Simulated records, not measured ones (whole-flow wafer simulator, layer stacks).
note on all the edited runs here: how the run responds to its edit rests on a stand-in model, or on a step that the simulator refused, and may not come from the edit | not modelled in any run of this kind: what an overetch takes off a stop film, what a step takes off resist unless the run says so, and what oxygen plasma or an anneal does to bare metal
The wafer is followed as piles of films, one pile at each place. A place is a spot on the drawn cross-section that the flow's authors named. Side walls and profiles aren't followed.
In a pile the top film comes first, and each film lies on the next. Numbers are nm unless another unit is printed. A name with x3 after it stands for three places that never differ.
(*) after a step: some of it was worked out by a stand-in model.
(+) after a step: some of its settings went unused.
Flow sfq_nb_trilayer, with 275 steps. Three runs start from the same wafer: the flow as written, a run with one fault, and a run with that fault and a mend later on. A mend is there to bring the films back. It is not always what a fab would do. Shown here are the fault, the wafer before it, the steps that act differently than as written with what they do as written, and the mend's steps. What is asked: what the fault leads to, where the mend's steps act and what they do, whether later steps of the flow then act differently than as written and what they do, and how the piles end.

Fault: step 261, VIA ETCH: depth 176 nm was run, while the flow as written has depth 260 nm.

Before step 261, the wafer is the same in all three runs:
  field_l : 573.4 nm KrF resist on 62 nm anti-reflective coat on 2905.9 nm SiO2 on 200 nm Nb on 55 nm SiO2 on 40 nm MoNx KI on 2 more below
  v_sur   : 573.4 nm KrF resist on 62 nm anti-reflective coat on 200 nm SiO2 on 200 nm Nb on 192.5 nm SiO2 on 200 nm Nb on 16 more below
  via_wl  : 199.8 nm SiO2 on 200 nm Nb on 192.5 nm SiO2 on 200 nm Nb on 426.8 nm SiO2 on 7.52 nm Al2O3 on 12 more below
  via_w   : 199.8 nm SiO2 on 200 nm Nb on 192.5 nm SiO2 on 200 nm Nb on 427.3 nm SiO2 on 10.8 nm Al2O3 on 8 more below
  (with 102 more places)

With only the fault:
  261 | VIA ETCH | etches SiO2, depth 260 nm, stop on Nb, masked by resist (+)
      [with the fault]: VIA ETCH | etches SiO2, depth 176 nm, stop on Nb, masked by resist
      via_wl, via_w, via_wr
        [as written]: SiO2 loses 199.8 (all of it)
        [with the fault]: SiO2 loses 176
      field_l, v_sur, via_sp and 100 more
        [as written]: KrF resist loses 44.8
        [with the fault]: KrF resist loses 30.3
  Later steps of the flow acting differently than as written (3 more steps, not shown, differ only slightly: by at most 2% or 0.5 nm, whichever is larger):
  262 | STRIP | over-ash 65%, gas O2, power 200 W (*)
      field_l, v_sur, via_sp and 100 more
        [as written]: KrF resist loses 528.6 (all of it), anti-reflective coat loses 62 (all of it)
        [with the fault]: KrF resist loses 543.1 (all of it), anti-reflective coat loses 62 (all of it)
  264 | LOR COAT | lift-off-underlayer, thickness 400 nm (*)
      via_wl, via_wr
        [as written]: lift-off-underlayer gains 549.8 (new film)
        [with the fault]: lift-off-underlayer gains 531.9 (new film)
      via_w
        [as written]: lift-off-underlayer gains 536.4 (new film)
        [with the fault]: lift-off-underlayer gains 520.2 (new film)
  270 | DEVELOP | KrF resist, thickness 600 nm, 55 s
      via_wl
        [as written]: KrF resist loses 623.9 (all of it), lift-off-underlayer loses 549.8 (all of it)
        [with the fault]: KrF resist loses 620.9 (all of it), lift-off-underlayer loses 531.9 (all of it)
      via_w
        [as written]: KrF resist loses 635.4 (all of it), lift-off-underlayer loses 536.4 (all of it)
        [with the fault]: KrF resist loses 631.1 (all of it), lift-off-underlayer loses 520.2 (all of it)
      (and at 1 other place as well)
  The piles end different from the flow's at via_wl, via_w, via_wr by more than 2% or 0.5 nm, whichever is larger.
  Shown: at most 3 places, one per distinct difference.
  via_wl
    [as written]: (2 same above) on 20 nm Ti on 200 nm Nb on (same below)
    [with the fault]: (2 same above) on 20 nm Ti on 23.8 nm SiO2 on 200 nm Nb on (same below)

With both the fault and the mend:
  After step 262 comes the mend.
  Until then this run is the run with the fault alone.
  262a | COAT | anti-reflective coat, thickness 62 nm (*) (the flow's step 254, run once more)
      p4_fl x3, p4_w1 x9, p4_g1 x2 and 63 more
        anti-reflective coat gains 62 (new film)
      r_end, moat, field_r and 7 more
        anti-reflective coat gains 61.7 (new film)
      ce_r, sp_r, be_r, r_sur, res
        anti-reflective coat gains 61.6 (new film)
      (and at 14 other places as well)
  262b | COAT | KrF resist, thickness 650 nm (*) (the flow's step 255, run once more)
      p4_fl x3, p4_w1 x9, p4_g1 x2 and 63 more
        KrF resist gains 650 (new film)
      lsp_l, ln_m5, lsp_m, ln_m6, lsp_r
        KrF resist gains 649.4 (new film)
      r_end, moat, field_r, l0_sur
        KrF resist gains 649.3 (new film)
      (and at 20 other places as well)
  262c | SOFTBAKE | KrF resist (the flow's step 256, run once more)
      alters no film at any place that is followed
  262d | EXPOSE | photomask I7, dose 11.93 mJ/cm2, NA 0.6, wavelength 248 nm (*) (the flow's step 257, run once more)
      alters no film at any place that is followed
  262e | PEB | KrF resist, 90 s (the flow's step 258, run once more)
      ce_r, sp_r, be_r and 89 more
        KrF resist loses 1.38
      v_sur, wire, be, be_sur, gap, jj_sur, ce_l, c5j
        KrF resist loses 1.37
      via_wl, via_wr
        KrF resist loses 1.56
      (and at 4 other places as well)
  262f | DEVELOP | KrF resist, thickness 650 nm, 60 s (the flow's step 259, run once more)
      field_l, v_sur, via_sp and 100 more
        KrF resist loses 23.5
      via_wl
        KrF resist loses 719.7 (all of it)
      via_w
        KrF resist loses 769.6 (all of it)
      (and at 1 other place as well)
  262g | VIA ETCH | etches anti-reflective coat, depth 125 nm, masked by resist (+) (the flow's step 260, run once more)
      field_l, v_sur, via_sp and 100 more
        KrF resist loses 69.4
      via_wl, via_wr
        anti-reflective coat loses 125
      via_w
        anti-reflective coat loses 79.6 (all of it), SiO2 loses 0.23
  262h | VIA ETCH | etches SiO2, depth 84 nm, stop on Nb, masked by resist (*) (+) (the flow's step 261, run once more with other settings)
      field_l, v_sur, via_sp and 100 more
        KrF resist loses 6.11
      via_wl, via_wr
        anti-reflective coat loses 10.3 (all of it), SiO2 loses 23.8 (all of it)
      via_w
        SiO2 loses 23.6 (all of it)
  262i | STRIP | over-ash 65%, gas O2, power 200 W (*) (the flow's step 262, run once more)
      p4_fl x3, p4_w1 x9, p4_g1 x2 and 63 more
        KrF resist loses 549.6 (all of it), anti-reflective coat loses 62 (all of it)
      moat, field_r, lsp_l, ln_m5, lsp_m, ln_m6, lsp_r, l0_sur
        KrF resist loses 548.9 (all of it), anti-reflective coat loses 61.7 (all of it)
      ce_l, c5j
        KrF resist loses 548.5 (all of it), anti-reflective coat loses 61.5 (all of it)
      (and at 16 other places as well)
  None of the later steps of the flow acts differently than as written at any place that is followed.
  At every place that both follow, the piles at the end match the flow's.
